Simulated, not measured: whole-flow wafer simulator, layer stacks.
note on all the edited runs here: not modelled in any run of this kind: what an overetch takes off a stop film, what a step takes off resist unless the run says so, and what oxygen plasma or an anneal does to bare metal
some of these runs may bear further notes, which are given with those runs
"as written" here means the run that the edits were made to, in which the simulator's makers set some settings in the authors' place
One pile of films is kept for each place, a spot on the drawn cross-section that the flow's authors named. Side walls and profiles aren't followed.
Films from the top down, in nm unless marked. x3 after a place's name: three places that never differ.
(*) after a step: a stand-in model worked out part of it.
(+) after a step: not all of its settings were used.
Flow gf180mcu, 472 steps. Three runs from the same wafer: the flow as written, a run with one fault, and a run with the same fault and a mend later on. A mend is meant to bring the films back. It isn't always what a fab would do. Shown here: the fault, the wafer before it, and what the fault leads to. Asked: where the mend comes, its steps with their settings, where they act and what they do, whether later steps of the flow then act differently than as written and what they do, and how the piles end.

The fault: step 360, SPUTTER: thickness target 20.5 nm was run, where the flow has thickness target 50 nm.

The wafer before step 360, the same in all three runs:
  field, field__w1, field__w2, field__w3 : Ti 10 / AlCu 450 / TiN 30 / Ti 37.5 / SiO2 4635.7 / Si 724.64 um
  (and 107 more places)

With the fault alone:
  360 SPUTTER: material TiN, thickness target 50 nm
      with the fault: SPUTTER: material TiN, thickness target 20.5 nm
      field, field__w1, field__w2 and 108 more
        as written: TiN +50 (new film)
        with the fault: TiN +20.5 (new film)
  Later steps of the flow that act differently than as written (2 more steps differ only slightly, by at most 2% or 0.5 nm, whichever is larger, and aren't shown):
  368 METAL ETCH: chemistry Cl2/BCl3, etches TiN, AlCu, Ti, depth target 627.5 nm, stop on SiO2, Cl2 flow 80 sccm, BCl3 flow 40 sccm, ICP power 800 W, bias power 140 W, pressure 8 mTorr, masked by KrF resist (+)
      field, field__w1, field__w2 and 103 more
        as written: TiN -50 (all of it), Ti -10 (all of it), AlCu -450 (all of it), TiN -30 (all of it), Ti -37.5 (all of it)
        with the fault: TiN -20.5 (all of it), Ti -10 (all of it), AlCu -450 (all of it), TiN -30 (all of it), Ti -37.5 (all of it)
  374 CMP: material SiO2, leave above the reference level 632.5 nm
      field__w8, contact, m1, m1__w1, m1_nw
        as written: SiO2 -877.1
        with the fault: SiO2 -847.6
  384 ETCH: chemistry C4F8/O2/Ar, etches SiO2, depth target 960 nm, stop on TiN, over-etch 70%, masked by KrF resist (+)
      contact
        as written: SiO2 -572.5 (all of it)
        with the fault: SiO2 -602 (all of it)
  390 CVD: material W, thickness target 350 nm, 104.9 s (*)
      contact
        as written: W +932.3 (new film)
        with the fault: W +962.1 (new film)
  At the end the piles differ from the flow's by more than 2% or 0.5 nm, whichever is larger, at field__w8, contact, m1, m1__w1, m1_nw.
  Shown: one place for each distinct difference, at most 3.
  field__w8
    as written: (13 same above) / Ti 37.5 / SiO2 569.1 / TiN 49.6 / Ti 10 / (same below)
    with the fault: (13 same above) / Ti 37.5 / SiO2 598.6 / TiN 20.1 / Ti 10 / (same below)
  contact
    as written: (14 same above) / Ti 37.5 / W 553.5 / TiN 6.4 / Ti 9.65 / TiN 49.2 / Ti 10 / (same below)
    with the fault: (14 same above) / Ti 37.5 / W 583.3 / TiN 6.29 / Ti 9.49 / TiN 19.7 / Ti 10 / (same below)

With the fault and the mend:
  The mend comes after step 367.
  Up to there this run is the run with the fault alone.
  367a STRIP: chemistry O2/N2, power 2160 W, pressure 1700 mTorr (*)
      field__w8, contact, m1, m1__w1, m1_nw
        KrF resist -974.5 (all of it)
  367b SPUTTER: material TiN, thickness target 29.5 nm (the flow's step 360 once more, with other settings)
      field, field__w1, field__w2 and 108 more
        TiN +29.5
  367c HMDS: 120 C, 60 s (the flow's step 362 once more)
      changes no film at any place that is followed
  367d COAT: KrF resist, thickness 1000 nm (the flow's step 363 once more)
      field, field__w1, field__w2 and 108 more
        KrF resist +1000 (new film)
  367e SOFTBAKE: KrF resist (the flow's step 364 once more)
      changes no film at any place that is followed
  367f EXPOSE: photomask Metal4 (the flow's step 365 once more)
      changes no film at any place that is followed
  367g PEB: KrF resist, 135 C, 90 s (the flow's step 366 once more)
      field, field__w1, field__w2 and 108 more
        KrF resist -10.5
  367h DEVELOP: thickness 1000 nm, 60 s (the flow's step 367 once more)
      field, field__w1, field__w2 and 103 more
        KrF resist -989.5 (all of it)
      field__w8, contact, m1, m1__w1, m1_nw
        KrF resist -14.9
  No later step of the flow acts differently than as written at any place that is followed.
  At the end the piles are the same as the flow's at every place that both follow.
